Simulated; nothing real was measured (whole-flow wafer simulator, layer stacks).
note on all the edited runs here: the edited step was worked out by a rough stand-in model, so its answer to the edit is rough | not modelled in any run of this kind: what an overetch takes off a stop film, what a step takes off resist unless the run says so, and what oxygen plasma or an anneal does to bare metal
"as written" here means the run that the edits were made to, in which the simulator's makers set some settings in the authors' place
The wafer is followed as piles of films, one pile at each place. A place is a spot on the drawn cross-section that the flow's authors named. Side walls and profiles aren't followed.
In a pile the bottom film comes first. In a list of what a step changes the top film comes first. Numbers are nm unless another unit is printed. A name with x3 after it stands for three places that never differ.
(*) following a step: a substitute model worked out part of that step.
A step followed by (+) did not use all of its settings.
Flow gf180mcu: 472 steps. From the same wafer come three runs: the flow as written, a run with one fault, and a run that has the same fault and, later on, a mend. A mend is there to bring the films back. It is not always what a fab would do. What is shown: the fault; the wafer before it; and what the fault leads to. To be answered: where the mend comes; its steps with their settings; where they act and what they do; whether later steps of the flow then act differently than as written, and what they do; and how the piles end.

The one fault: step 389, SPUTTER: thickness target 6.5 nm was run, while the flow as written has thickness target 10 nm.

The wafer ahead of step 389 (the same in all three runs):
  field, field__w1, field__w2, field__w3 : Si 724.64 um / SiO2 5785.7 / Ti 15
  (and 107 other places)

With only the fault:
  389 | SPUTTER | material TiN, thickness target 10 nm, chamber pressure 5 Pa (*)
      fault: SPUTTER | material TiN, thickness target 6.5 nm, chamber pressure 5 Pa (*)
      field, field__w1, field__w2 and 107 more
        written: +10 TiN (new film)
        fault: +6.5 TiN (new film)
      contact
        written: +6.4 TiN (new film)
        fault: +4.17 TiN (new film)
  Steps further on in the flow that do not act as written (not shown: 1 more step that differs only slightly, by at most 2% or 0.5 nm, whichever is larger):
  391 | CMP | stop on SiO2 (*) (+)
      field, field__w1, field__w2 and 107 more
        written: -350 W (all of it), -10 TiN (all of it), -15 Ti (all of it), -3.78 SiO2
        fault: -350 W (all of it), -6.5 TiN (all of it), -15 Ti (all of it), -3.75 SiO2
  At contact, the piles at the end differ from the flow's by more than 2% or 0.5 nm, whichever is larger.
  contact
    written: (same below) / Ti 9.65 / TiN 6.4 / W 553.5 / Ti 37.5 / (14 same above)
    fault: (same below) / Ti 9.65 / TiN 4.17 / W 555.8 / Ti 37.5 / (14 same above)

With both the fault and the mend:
  The mend stands after step 389.
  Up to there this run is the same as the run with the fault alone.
  389a | SPUTTER | material TiN, thickness target 3.5 nm, chamber pressure 5 Pa (*) (a further turn of the flow's step 389, with different settings)
      field, field__w1, field__w2 and 107 more
        +3.5 TiN
      contact
        +2.24 TiN
  None of the later steps of the flow acts differently than as written at any place that is followed.
  By the end, the piles equal the flow's at every place that both follow.
